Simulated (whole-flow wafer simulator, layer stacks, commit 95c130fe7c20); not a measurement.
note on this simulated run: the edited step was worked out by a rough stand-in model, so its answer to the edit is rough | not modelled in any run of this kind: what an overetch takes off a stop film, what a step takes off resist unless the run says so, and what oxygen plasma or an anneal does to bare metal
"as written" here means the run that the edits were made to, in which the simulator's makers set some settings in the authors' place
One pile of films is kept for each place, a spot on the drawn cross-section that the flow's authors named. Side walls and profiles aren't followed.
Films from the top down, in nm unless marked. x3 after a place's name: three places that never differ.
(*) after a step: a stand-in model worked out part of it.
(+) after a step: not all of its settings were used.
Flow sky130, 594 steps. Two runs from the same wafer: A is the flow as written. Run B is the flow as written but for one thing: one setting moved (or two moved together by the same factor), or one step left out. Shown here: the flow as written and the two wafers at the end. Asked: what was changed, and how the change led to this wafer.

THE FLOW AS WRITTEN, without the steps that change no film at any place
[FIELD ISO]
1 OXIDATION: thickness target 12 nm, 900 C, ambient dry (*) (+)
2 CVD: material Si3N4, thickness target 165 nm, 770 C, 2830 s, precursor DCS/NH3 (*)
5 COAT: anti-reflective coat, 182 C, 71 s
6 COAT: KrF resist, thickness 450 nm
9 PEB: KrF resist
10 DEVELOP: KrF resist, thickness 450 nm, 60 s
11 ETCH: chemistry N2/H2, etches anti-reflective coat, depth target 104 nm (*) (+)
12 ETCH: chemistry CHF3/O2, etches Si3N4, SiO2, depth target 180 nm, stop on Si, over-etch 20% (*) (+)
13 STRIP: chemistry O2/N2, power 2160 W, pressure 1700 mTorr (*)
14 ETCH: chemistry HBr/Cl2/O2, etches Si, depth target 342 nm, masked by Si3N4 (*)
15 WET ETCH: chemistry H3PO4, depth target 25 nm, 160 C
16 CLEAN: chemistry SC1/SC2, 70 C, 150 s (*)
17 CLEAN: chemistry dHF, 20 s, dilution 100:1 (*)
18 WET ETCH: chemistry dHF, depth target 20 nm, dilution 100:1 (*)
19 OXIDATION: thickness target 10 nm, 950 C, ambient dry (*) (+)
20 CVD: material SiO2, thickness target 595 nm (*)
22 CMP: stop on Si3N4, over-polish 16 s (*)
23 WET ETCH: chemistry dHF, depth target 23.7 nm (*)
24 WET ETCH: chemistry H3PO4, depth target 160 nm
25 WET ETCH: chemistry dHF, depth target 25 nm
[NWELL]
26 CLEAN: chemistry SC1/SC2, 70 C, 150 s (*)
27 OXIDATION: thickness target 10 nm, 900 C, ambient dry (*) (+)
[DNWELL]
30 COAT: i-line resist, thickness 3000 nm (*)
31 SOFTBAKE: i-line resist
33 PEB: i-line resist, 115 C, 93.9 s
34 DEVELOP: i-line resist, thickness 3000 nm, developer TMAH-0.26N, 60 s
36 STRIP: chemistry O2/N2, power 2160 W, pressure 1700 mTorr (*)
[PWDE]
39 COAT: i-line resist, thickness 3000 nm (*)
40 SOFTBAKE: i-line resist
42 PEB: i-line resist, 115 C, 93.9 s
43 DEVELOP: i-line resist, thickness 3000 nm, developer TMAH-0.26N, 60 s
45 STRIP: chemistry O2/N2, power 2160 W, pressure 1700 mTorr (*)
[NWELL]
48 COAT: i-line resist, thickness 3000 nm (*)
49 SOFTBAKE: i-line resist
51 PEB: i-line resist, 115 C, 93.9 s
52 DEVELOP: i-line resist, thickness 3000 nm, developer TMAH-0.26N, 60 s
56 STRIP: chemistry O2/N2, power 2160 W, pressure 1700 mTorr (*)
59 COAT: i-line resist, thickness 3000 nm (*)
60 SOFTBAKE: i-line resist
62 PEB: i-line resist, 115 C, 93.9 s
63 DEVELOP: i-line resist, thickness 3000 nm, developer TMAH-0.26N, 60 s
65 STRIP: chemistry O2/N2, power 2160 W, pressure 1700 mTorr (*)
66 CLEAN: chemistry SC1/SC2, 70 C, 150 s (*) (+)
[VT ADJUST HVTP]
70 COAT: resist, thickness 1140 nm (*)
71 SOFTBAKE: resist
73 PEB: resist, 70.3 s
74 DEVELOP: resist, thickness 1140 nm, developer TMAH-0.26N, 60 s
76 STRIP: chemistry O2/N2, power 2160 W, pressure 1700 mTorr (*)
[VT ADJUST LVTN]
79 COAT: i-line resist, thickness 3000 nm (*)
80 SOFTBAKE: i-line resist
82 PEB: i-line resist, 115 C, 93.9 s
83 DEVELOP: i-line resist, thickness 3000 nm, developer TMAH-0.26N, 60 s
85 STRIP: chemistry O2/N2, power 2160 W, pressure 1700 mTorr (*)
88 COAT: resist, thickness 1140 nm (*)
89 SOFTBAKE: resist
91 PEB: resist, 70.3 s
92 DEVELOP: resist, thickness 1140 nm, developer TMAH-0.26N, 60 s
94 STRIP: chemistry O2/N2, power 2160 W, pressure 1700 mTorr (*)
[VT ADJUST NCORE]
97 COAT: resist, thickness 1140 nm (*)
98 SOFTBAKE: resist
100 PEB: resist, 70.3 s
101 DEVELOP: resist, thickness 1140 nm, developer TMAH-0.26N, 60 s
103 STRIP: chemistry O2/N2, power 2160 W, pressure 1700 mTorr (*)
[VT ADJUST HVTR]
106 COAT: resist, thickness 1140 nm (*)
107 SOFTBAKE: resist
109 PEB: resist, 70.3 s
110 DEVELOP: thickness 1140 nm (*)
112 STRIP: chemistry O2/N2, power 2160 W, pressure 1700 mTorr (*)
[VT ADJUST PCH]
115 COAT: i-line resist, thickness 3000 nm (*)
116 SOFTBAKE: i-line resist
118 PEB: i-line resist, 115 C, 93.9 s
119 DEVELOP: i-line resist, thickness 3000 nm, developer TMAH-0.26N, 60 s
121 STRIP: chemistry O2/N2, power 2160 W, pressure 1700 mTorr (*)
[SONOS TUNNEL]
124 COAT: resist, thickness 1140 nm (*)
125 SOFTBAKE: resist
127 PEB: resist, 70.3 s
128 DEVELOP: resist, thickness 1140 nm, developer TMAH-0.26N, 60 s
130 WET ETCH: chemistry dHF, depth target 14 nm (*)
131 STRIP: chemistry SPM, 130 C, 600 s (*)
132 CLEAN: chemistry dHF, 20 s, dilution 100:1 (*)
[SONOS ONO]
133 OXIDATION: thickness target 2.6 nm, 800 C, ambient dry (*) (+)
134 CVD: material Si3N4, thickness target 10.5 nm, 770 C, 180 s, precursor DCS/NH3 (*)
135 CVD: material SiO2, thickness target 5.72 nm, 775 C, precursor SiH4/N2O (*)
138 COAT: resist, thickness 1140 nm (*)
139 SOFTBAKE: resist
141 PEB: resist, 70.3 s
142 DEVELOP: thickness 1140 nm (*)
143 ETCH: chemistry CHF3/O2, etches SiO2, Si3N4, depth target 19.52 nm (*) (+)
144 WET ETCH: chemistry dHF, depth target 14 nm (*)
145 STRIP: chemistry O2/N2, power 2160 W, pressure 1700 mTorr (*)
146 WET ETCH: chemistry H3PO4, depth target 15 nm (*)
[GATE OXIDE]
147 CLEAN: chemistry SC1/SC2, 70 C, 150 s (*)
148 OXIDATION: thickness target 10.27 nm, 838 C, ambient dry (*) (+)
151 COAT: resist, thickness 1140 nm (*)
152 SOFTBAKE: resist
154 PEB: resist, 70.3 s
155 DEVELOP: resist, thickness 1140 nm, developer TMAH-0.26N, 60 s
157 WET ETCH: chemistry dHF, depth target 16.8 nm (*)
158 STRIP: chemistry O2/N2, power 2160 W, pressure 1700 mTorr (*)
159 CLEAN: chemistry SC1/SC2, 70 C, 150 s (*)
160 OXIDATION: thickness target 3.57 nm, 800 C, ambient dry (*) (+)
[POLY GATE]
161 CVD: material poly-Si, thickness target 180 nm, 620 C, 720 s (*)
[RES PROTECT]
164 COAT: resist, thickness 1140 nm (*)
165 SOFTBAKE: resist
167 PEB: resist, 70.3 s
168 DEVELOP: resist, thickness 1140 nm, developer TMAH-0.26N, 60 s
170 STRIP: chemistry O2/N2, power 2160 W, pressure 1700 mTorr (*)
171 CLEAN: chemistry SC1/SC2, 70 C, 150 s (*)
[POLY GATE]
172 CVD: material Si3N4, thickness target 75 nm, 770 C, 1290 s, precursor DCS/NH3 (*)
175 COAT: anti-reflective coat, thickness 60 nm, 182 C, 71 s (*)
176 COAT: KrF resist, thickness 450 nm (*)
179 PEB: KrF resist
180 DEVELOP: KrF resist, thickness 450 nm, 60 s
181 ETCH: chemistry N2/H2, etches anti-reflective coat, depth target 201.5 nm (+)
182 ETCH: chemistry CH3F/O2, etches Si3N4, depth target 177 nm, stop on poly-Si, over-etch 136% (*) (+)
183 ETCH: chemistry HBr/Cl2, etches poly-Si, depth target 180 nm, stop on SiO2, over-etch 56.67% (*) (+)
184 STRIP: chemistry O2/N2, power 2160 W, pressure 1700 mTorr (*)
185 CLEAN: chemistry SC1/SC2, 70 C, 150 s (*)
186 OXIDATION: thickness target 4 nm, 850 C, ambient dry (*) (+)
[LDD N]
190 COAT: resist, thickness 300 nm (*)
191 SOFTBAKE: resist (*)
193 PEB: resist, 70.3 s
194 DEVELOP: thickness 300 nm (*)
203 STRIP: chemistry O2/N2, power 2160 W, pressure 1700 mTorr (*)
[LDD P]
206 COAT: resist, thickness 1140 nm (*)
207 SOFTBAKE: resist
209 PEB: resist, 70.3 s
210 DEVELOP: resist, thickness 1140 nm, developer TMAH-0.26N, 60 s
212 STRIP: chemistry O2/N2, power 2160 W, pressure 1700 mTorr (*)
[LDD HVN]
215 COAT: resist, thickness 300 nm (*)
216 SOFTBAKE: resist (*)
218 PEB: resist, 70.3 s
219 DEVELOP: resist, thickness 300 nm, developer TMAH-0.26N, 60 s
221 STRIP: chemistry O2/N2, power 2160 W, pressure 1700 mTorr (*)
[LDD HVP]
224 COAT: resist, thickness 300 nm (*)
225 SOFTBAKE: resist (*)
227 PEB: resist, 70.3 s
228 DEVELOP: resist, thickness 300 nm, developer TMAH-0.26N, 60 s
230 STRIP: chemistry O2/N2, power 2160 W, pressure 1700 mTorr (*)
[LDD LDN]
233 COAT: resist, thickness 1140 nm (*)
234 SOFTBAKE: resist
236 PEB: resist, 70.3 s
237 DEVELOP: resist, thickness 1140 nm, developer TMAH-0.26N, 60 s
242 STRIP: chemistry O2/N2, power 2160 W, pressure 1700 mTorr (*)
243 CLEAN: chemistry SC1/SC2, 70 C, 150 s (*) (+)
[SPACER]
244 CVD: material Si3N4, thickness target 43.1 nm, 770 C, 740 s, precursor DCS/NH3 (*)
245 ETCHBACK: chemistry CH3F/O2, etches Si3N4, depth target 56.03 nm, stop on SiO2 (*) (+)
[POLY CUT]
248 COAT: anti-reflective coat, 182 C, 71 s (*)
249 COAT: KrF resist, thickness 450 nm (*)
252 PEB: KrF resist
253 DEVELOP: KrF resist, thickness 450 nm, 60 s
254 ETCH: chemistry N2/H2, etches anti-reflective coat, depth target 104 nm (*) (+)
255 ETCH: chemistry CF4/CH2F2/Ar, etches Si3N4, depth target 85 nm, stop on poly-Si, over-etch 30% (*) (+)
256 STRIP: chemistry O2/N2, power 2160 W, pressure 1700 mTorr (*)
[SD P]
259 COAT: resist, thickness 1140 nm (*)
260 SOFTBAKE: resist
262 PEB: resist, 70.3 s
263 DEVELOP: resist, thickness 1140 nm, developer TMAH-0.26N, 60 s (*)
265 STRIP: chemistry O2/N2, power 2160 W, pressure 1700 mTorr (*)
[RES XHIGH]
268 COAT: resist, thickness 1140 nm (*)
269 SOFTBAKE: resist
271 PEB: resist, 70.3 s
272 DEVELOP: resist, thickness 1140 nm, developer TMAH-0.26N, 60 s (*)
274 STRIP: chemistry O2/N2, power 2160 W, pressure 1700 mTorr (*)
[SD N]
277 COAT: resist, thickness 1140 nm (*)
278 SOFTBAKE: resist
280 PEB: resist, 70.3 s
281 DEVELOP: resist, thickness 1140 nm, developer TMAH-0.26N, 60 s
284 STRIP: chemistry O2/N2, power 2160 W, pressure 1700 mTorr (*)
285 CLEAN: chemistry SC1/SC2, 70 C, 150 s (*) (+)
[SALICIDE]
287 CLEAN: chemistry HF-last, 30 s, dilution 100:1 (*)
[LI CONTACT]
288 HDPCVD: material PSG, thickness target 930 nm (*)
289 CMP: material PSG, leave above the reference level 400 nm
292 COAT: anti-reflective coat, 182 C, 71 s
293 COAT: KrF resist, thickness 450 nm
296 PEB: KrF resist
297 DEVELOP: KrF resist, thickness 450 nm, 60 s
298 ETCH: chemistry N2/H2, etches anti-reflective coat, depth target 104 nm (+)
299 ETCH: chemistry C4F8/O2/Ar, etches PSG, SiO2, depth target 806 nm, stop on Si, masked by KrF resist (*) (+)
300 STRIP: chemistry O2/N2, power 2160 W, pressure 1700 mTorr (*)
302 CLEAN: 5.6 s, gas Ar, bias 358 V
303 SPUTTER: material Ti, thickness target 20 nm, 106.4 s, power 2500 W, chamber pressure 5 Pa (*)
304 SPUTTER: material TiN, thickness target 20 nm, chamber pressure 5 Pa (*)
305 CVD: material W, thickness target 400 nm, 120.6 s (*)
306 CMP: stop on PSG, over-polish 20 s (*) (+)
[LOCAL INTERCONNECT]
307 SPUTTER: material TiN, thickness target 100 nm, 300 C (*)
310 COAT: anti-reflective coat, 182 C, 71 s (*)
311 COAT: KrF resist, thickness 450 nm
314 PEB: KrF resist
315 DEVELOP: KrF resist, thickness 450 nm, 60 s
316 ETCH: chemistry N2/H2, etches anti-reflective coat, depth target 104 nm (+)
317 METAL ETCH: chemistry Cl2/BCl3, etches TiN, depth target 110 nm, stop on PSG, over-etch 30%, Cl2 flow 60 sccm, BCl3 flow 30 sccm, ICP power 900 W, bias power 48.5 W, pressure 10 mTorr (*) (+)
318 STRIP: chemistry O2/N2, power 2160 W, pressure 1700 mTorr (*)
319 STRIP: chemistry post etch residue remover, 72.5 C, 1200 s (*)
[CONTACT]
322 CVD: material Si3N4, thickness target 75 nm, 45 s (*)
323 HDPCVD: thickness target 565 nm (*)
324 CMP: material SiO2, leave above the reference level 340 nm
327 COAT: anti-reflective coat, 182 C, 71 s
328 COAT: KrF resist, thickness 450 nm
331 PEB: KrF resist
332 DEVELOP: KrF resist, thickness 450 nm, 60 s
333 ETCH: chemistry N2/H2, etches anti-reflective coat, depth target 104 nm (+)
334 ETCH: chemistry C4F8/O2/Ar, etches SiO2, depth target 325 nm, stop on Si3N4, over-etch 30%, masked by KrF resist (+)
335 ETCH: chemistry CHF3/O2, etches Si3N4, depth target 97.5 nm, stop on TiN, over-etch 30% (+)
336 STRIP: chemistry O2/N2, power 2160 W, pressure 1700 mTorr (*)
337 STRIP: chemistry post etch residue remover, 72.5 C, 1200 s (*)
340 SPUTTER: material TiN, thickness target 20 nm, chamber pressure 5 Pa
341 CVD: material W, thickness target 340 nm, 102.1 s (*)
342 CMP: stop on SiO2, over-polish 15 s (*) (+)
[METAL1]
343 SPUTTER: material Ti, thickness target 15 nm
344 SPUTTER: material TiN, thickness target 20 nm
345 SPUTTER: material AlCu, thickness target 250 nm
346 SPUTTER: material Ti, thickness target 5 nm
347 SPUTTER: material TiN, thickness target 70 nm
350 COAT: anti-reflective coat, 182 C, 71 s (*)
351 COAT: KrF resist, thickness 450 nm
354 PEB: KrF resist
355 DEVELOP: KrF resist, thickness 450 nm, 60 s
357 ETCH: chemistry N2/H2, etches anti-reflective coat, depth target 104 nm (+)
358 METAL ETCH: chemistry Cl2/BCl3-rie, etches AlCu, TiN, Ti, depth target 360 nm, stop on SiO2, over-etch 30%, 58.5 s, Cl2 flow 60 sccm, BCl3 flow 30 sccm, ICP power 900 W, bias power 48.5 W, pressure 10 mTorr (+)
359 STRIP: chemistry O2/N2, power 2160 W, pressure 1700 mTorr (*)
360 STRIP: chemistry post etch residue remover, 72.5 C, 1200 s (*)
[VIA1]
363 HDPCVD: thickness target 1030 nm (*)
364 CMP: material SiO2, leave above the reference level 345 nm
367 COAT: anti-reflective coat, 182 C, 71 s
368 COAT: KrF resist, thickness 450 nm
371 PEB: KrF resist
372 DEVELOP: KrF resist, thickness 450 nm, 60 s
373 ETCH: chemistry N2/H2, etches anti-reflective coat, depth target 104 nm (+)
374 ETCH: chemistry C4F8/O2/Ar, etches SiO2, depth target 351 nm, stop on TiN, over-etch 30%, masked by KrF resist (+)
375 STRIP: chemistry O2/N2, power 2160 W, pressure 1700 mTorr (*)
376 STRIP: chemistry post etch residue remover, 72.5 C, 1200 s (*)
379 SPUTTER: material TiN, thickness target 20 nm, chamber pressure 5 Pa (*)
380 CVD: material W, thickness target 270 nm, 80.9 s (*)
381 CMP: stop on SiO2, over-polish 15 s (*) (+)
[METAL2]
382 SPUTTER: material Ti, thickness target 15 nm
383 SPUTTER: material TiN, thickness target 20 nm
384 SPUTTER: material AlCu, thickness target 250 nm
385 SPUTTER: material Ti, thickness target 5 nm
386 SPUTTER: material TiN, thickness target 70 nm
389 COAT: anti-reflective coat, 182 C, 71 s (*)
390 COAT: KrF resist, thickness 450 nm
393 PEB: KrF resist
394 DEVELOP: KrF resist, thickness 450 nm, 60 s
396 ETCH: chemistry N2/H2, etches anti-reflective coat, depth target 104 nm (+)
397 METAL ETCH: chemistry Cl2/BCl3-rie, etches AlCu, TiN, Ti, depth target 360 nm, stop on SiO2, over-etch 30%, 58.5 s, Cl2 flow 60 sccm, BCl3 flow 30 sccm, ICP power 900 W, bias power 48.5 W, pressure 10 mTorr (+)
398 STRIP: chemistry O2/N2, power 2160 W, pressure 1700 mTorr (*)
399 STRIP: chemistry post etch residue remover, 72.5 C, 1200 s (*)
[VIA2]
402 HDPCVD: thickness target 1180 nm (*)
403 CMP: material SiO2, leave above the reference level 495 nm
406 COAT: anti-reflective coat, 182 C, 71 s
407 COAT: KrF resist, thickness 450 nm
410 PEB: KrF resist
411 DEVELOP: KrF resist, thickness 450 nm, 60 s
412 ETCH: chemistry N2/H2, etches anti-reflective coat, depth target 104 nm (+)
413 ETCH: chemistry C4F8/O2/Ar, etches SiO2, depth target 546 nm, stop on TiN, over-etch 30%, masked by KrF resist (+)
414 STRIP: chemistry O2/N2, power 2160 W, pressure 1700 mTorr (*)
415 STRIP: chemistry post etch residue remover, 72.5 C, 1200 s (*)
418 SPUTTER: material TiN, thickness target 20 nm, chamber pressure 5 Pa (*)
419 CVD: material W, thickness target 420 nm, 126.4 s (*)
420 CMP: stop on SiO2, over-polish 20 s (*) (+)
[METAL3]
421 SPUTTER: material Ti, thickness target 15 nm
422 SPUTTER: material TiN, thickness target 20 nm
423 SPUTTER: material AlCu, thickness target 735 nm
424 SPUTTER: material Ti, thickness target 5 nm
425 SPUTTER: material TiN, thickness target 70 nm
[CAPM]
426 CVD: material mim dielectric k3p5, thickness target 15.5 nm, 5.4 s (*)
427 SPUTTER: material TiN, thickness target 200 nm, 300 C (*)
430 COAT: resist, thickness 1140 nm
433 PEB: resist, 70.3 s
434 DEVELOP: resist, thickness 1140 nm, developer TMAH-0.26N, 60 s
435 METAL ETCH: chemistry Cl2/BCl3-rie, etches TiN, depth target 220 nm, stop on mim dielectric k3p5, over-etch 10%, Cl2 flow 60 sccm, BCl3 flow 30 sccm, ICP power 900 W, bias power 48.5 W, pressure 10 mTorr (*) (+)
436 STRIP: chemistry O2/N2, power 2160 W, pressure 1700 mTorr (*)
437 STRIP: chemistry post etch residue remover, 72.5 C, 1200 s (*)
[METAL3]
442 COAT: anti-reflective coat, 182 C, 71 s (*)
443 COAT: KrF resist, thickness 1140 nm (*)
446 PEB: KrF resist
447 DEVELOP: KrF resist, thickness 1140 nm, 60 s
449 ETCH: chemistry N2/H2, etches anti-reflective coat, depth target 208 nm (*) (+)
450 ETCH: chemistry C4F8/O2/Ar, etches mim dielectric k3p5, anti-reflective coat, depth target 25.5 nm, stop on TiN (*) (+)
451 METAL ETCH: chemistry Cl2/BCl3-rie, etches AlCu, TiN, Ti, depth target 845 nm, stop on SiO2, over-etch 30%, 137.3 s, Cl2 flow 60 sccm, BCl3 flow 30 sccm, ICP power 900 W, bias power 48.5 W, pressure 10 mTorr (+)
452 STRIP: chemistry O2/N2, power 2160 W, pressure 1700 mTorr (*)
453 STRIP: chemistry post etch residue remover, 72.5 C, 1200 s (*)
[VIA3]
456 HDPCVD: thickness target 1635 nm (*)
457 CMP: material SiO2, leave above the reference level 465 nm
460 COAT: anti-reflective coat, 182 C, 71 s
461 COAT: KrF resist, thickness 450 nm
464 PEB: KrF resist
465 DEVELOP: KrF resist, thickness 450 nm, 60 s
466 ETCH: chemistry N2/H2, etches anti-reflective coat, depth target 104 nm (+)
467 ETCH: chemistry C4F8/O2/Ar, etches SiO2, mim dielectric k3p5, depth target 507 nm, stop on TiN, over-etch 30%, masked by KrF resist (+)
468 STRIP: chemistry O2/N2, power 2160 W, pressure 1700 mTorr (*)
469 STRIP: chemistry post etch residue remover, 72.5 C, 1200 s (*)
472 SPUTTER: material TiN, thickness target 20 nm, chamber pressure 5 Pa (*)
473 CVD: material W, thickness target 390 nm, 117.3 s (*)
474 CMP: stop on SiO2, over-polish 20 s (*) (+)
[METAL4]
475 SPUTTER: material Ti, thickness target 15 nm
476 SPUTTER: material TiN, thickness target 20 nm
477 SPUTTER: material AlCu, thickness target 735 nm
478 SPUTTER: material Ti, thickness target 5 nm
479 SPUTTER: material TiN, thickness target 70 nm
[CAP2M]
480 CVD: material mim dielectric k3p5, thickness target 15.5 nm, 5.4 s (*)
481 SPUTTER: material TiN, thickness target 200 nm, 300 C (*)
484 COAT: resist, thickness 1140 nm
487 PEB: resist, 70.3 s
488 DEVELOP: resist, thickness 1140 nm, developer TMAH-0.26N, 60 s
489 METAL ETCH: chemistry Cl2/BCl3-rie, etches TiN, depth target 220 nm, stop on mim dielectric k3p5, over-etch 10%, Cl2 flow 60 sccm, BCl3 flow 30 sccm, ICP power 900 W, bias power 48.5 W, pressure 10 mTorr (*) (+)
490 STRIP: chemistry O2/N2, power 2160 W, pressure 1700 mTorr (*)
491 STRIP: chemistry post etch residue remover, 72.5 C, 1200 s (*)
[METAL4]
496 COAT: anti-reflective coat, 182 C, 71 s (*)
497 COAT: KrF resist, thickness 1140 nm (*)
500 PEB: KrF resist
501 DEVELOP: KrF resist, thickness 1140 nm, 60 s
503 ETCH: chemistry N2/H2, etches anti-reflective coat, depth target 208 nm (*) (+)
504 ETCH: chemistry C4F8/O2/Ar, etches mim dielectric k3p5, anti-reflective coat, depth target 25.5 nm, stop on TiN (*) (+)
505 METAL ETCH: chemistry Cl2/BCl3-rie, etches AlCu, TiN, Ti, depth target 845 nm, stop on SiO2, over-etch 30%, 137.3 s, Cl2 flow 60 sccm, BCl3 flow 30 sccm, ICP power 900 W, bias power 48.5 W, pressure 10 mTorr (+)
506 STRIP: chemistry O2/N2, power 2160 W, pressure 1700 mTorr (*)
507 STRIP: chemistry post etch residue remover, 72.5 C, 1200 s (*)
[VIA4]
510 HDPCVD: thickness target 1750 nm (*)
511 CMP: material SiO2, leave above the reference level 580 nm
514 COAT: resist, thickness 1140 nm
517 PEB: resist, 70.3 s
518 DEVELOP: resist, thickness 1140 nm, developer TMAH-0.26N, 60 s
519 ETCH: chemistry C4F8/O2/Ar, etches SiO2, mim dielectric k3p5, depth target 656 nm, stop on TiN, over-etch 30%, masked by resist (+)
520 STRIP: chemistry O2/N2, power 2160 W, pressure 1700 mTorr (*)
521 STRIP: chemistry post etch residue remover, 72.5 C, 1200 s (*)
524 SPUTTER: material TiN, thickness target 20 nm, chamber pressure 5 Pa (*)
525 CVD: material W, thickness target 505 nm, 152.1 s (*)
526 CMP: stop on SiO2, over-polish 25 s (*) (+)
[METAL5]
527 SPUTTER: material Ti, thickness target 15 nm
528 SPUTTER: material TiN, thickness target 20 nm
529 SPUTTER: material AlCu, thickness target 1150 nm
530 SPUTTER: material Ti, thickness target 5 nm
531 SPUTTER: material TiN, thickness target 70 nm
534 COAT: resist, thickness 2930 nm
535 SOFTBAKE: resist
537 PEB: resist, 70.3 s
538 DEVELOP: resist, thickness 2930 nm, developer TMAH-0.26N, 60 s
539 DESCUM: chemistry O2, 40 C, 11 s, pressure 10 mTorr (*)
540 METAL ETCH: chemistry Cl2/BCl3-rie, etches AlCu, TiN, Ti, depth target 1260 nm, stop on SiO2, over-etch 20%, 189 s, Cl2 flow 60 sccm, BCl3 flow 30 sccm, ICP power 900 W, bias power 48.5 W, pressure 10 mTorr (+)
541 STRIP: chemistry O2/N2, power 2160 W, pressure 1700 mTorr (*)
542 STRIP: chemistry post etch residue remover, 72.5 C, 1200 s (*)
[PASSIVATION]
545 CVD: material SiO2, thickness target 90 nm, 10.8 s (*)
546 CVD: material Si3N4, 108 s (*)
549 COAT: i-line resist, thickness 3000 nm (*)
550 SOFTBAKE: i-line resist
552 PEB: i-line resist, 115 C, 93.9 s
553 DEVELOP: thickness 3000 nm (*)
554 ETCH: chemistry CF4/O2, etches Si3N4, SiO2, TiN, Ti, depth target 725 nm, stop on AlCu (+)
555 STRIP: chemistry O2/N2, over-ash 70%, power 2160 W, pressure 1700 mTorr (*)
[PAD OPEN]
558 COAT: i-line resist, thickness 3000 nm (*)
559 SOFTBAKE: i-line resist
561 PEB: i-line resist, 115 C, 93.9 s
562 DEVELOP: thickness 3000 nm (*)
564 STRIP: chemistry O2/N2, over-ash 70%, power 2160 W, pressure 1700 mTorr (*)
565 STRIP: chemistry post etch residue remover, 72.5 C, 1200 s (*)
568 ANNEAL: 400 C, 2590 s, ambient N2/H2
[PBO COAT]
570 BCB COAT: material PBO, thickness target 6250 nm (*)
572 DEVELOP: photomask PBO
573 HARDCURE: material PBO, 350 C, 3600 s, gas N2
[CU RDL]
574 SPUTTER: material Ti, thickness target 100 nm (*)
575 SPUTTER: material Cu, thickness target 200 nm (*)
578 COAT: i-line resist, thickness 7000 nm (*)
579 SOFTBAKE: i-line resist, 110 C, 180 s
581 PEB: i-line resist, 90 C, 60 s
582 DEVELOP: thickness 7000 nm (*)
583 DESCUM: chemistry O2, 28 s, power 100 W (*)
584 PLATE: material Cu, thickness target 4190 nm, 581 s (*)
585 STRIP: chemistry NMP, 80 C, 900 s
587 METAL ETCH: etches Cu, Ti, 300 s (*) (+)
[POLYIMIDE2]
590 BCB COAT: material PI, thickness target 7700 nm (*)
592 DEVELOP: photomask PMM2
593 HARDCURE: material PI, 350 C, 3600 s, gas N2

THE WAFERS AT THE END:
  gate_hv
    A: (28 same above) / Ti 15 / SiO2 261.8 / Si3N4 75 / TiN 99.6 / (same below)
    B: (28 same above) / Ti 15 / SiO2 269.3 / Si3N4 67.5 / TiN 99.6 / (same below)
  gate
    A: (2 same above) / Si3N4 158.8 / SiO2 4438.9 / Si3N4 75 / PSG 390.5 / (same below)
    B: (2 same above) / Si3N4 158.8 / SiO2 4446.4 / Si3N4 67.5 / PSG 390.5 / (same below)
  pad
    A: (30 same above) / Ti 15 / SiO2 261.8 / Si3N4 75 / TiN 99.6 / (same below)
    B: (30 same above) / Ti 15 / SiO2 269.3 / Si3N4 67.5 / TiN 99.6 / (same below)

The cause: step 322, CVD: thickness target 67.5 nm was run, where the flow has thickness target 75 nm; step 322, CVD: 40.5 s was run, where the flow has 45 s.
It can be read off the wafer: gate_hv has Si3N4 67.5, and step 322 as written asks for 75 nm.

How the change led to this, step by step:
  322 CVD: material Si3N4, thickness target 75 nm, 45 s (*)
      field, active, n_well and 188 more: A Si3N4 +75 (new film) | B Si3N4 +67.5 (new film)
  324 CMP: material SiO2, leave above the reference level 340 nm
      n_well, p_well, gate_hv and 93 more: A SiO2 -300 | B SiO2 -292.5
      field, active, gate and 88 more: A SiO2 -200.4 | B SiO2 -192.9
      (and at 4 more places)
  334 ETCH: chemistry C4F8/O2/Ar, etches SiO2, depth target 325 nm, stop on Si3N4, over-etch 30%, masked by KrF resist (+)
      poly_licon, ndiff_licon, ndiff_licon_cpp, rpo_hd_licon: A SiO2 -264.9 (all of it) | B SiO2 -272.4 (all of it)
  335 ETCH: chemistry CHF3/O2, etches Si3N4, depth target 97.5 nm, stop on TiN, over-etch 30% (+)
      field, active, n_well and 184 more: A KrF resist -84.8 | B KrF resist -76.3
      poly_licon, ndiff_licon, ndiff_licon_cpp, rpo_hd_licon: A Si3N4 -75 (all of it) | B Si3N4 -67.5 (all of it)
  336 STRIP: chemistry O2/N2, power 2160 W, pressure 1700 mTorr (*)
      field, active, n_well and 184 more: A KrF resist -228 (all of it), anti-reflective coat -80 (all of it) | B KrF resist -236.5 (all of it), anti-reflective coat -80 (all of it)
